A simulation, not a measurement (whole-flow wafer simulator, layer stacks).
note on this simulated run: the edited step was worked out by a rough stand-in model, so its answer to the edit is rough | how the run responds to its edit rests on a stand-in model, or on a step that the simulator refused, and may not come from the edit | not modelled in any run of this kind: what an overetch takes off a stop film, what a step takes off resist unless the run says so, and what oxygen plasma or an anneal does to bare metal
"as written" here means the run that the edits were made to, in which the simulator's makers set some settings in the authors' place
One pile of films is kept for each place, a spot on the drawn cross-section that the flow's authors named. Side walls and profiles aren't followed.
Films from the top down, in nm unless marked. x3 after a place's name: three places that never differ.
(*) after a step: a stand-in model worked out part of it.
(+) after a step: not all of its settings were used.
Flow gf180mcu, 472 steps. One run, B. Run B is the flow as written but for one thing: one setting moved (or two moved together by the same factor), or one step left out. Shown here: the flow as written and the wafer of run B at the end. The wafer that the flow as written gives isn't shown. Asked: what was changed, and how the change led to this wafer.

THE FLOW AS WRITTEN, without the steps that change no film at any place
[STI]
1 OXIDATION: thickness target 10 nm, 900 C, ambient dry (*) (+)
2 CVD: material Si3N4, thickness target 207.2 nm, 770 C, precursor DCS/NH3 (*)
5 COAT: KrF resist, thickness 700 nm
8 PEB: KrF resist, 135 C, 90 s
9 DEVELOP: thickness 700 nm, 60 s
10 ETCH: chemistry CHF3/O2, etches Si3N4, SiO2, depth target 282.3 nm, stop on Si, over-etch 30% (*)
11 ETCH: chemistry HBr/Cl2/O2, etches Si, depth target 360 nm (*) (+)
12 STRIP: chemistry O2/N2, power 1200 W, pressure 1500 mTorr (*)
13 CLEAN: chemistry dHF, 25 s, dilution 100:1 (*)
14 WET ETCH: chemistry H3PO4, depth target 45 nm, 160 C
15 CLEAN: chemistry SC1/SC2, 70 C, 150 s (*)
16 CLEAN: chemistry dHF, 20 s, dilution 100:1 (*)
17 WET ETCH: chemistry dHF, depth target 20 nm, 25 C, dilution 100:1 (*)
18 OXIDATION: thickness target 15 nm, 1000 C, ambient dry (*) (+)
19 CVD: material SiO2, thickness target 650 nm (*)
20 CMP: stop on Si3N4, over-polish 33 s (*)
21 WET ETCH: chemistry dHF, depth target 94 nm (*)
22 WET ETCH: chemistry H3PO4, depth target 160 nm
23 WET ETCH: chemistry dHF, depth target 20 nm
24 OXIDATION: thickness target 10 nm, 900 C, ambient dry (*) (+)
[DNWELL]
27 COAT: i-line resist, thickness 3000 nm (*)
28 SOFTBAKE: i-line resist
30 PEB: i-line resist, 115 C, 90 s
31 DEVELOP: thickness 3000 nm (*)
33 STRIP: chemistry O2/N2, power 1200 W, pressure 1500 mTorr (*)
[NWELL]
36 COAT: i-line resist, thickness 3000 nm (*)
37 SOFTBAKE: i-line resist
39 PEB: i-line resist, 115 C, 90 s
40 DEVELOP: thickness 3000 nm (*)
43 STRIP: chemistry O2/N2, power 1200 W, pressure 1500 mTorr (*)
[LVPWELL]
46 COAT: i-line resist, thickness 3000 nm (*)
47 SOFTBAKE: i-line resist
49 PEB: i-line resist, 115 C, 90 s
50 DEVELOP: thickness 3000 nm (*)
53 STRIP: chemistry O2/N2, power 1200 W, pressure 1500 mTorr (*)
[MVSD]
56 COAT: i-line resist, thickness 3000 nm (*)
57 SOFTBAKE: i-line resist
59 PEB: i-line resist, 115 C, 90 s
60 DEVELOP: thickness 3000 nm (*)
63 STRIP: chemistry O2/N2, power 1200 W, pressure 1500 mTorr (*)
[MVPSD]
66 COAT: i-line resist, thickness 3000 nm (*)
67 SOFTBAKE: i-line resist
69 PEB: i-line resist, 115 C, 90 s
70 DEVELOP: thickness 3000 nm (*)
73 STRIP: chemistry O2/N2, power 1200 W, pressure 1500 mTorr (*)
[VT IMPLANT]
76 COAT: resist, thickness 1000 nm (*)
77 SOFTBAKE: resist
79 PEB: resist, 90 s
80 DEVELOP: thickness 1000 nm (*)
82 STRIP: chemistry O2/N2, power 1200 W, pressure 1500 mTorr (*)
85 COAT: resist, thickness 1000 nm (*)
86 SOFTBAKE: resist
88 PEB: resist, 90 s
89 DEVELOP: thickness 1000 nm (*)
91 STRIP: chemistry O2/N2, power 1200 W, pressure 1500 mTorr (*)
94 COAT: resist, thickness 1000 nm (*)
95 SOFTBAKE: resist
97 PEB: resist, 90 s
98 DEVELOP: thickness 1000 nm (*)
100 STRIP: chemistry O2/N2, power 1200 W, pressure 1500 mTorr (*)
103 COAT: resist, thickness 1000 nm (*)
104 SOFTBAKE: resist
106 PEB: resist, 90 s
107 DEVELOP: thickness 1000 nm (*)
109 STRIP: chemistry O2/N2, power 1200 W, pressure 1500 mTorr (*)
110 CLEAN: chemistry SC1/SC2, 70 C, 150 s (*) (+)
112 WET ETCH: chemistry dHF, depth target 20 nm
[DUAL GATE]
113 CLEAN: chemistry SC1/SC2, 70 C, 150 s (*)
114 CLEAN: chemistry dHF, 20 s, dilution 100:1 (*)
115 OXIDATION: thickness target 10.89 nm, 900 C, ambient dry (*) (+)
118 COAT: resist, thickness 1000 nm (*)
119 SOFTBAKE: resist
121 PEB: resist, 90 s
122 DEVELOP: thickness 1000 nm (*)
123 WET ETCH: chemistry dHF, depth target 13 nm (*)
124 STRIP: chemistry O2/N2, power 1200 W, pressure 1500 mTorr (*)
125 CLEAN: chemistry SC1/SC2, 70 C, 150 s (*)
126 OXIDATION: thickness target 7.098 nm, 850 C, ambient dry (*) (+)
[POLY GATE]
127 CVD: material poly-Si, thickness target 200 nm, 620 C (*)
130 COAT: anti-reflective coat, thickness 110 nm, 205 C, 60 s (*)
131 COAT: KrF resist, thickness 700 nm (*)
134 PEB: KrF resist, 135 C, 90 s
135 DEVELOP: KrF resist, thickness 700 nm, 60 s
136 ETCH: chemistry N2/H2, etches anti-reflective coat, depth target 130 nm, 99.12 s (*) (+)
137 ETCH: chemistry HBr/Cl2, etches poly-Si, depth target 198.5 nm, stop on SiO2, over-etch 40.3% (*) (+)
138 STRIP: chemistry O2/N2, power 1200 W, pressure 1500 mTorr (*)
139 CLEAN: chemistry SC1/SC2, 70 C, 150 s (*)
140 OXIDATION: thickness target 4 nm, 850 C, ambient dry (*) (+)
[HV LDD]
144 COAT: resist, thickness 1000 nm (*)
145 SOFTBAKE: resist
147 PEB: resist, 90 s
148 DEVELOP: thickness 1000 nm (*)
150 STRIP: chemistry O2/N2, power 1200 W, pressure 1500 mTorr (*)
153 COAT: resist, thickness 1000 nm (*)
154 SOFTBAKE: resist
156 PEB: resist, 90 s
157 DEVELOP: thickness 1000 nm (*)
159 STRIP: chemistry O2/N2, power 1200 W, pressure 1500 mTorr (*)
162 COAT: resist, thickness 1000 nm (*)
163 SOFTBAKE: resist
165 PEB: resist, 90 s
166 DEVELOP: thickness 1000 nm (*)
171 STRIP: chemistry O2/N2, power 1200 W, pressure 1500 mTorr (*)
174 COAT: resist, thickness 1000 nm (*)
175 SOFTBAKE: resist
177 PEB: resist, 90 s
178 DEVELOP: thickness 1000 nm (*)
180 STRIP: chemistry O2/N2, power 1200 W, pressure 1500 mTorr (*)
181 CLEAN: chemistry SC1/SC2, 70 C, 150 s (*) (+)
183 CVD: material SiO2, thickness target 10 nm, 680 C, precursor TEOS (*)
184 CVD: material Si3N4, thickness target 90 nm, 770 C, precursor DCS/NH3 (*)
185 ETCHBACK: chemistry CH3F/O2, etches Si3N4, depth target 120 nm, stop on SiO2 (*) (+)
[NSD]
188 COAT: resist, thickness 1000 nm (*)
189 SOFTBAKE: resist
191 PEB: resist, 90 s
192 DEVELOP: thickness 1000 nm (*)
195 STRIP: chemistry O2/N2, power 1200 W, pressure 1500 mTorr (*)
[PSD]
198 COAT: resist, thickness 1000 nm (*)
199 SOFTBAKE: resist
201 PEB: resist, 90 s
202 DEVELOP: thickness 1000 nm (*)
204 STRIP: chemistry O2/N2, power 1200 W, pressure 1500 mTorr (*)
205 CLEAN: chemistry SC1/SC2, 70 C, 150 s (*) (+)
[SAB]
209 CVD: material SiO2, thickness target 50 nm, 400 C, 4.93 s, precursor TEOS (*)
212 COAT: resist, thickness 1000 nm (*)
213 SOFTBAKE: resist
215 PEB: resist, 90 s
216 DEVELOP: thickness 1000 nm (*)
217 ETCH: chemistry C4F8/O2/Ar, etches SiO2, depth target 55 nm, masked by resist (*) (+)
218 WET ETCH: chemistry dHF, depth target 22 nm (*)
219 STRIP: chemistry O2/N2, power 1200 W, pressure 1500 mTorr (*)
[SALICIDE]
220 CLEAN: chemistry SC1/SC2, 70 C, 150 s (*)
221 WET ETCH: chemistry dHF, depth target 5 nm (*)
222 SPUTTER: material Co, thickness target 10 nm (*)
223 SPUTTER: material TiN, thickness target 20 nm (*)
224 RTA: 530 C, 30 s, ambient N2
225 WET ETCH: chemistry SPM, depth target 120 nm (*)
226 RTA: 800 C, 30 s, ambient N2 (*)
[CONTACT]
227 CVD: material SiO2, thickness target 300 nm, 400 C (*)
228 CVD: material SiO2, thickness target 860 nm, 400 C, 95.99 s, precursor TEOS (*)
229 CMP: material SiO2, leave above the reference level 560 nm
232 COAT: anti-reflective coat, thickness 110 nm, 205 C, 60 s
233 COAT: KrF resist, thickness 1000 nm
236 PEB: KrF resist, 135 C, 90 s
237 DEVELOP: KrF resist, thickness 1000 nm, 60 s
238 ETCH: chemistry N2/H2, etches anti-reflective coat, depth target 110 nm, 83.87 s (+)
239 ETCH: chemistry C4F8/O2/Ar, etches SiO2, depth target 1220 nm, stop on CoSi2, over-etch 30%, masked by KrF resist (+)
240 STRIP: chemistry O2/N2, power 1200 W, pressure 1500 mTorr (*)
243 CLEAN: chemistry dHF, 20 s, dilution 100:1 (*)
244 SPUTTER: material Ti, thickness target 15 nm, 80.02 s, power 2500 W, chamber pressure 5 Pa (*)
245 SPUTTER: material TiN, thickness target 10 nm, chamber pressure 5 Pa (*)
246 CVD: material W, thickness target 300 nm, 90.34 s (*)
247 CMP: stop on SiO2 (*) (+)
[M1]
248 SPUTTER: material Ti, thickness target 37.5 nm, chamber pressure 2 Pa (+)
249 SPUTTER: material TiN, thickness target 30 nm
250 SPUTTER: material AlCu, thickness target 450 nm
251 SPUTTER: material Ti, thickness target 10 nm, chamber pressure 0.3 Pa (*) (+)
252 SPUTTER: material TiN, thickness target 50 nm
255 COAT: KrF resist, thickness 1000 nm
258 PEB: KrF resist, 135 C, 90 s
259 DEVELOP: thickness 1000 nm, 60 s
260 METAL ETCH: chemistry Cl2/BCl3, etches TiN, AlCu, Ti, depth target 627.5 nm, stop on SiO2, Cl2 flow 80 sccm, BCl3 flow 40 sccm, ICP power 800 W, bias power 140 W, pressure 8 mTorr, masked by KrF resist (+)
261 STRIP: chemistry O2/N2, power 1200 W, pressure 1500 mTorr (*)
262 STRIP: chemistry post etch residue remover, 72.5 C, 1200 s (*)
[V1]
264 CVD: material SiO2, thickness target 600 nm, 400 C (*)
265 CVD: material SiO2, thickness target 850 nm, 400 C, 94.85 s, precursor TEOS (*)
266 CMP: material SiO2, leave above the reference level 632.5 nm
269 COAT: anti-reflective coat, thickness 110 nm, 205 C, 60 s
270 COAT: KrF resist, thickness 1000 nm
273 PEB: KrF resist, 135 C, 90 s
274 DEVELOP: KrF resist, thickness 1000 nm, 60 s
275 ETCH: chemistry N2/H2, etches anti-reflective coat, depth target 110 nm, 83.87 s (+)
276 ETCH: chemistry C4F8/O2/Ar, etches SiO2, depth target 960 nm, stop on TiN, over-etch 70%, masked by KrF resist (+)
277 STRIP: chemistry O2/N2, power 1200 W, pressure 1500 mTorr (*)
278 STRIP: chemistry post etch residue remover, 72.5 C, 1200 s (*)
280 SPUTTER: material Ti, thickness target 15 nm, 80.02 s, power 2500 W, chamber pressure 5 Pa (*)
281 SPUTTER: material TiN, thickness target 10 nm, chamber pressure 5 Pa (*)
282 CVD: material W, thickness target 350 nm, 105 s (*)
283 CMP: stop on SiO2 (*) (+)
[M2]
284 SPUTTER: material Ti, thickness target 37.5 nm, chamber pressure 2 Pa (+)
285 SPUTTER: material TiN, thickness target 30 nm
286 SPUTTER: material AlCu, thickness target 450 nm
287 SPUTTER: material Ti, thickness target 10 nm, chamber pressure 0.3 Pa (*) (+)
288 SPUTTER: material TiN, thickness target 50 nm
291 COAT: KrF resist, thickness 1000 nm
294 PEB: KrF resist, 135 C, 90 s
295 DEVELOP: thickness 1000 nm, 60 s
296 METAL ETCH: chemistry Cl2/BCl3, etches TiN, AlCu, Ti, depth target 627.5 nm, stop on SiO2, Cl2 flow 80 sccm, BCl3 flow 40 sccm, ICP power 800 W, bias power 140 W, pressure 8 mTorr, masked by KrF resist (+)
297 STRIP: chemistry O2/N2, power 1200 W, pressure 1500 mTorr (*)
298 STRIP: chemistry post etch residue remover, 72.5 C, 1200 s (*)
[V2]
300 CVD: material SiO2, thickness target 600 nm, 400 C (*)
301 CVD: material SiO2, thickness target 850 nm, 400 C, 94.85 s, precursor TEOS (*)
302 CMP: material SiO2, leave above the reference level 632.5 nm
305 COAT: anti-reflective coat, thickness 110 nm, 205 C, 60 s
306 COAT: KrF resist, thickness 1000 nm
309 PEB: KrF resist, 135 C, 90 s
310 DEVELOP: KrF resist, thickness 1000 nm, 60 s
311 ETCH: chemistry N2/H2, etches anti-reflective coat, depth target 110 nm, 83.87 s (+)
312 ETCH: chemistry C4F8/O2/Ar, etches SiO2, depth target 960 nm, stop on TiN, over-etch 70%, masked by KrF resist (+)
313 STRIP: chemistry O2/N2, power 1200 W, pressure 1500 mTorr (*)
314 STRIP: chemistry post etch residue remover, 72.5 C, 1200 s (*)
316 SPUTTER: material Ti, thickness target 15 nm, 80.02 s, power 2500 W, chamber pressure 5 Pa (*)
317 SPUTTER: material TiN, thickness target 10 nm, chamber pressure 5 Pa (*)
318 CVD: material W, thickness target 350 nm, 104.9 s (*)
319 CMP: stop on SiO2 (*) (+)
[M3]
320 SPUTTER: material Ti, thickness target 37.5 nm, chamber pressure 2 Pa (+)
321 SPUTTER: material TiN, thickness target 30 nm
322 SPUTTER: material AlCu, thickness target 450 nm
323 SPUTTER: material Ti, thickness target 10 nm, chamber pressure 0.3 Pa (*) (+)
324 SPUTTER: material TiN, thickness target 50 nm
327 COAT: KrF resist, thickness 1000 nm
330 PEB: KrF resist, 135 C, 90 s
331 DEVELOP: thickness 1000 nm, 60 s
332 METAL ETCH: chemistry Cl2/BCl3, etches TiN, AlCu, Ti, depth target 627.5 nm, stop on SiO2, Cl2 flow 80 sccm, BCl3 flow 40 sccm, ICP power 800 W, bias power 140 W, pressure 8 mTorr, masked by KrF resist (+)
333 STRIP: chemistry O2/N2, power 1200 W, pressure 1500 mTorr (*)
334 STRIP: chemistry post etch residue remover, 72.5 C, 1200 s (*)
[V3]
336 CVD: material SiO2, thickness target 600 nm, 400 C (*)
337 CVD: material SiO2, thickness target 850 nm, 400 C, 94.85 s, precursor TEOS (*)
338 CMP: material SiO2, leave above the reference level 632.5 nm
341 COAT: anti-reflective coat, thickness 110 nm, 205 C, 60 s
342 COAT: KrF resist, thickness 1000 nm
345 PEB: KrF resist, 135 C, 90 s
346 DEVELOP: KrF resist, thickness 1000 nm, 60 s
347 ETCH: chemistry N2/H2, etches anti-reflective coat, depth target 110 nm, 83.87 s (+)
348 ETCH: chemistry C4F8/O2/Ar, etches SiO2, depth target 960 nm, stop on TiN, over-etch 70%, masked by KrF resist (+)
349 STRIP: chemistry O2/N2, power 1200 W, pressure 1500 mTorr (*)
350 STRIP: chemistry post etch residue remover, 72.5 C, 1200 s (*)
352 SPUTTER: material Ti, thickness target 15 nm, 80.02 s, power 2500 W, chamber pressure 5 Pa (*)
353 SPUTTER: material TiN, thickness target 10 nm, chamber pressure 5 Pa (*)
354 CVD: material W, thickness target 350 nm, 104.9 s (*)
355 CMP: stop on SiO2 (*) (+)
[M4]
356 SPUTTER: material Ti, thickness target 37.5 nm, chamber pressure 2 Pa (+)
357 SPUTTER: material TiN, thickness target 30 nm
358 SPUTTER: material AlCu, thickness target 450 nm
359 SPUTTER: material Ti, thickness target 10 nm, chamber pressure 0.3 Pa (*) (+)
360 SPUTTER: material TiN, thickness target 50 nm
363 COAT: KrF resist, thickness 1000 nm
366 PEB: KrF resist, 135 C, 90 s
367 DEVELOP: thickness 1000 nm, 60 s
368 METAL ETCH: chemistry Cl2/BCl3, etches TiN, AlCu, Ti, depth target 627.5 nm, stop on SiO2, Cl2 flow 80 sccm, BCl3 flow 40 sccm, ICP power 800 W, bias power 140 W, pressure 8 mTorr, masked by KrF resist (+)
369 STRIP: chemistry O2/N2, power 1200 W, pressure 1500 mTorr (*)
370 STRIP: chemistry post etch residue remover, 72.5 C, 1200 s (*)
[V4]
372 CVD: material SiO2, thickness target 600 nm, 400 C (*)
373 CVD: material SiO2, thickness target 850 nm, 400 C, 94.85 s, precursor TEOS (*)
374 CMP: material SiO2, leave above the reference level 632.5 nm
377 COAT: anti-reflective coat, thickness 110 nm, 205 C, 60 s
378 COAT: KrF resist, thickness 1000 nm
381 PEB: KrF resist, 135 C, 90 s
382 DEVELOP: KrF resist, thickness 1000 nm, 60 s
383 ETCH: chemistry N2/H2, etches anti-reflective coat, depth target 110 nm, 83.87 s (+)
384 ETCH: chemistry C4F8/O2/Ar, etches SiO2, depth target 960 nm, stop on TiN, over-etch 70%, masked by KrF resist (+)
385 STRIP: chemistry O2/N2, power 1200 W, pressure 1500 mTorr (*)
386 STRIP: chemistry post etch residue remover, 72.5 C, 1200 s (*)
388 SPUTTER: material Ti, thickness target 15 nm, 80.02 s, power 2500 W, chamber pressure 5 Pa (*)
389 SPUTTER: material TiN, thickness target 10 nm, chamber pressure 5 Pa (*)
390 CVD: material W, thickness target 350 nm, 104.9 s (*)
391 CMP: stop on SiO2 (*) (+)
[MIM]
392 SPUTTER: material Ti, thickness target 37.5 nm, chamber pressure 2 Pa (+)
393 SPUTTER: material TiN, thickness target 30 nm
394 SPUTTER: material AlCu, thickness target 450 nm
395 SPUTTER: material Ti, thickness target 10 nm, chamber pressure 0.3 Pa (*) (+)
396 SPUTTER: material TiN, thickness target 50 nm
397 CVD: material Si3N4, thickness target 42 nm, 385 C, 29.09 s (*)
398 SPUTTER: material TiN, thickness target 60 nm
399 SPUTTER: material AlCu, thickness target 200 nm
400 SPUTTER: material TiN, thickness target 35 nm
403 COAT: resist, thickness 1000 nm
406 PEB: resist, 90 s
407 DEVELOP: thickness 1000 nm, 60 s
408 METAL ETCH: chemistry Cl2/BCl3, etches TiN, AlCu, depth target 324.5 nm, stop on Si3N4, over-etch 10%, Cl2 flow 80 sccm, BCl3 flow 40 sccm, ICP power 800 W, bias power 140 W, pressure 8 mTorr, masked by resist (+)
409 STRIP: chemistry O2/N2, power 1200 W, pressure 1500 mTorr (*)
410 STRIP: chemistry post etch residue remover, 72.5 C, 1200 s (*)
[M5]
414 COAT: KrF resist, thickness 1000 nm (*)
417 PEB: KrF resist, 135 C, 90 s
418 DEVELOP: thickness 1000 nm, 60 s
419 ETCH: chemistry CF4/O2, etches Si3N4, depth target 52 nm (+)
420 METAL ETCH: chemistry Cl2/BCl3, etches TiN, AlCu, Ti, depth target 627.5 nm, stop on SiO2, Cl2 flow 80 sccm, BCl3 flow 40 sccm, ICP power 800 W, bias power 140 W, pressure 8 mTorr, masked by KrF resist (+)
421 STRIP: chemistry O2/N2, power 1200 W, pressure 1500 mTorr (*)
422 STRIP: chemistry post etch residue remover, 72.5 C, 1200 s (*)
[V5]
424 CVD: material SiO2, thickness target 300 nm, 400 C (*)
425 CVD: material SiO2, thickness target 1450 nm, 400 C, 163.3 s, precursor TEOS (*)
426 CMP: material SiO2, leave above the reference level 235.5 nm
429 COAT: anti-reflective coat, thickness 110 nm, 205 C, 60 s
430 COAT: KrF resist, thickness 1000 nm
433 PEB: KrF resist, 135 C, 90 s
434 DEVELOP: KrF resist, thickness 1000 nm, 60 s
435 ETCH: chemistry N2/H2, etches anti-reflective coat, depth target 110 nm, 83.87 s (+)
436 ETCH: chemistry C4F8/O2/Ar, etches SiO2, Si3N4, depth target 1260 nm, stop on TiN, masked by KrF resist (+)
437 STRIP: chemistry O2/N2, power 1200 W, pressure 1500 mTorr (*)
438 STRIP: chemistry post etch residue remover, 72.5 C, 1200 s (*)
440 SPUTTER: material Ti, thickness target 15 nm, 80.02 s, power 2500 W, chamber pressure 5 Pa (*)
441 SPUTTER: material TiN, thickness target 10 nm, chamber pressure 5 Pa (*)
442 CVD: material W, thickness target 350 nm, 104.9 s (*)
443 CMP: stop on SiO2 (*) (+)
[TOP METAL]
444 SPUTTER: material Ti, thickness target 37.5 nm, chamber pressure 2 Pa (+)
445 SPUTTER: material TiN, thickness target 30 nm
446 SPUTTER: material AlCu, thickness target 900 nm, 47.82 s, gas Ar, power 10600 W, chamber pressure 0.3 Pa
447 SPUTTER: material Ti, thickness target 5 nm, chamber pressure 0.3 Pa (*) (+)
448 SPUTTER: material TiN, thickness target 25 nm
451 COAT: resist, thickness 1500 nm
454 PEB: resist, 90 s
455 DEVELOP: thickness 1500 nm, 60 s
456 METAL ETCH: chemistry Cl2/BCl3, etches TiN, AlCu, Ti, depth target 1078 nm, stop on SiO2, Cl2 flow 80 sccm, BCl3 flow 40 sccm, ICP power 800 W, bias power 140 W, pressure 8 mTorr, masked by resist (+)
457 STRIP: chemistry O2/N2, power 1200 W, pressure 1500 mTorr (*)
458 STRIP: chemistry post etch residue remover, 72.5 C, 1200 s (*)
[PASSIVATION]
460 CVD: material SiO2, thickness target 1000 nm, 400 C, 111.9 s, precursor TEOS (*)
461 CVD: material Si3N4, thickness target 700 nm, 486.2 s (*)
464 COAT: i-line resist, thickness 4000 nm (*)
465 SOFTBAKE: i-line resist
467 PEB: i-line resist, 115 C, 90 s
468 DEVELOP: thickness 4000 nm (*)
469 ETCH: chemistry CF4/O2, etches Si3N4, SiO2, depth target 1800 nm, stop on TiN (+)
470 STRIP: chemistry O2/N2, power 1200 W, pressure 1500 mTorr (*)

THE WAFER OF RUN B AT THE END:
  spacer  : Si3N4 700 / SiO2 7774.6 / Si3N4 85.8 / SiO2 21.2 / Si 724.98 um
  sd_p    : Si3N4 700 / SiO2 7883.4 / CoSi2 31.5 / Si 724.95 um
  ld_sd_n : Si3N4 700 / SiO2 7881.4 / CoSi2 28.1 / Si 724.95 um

The cause: step 183, CVD: thickness target 14 nm was run, where the flow has thickness target 10 nm.

How the change led to this, step by step:
  183 CVD: material SiO2, thickness target 10 nm, 680 C, precursor TEOS (*)
      field, field__w1, field__w2 and 99 more: SiO2 +14 (as written it would be: SiO2 +10)
      ld_drift_p: SiO2 +13.8 (as written it would be: SiO2 +9.87)
      (and at 1 more place)
  189 SOFTBAKE: resist
      field__w9: resist -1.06 (as written it would be: resist +1.85)
  199 SOFTBAKE: resist
      field__w9: resist -1.06 (as written it would be: resist +1.85)
  218 WET ETCH: chemistry dHF, depth target 22 nm (*)
      gate, gate_hv, gate_p and 23 more: SiO2 -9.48 (all of it) (as written it would be: SiO2 -5.48 (all of it))
      field, field__w10, sti and 14 more: SiO2 -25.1 (as written it would be: SiO2 -24.5)
      (and at 54 more places)
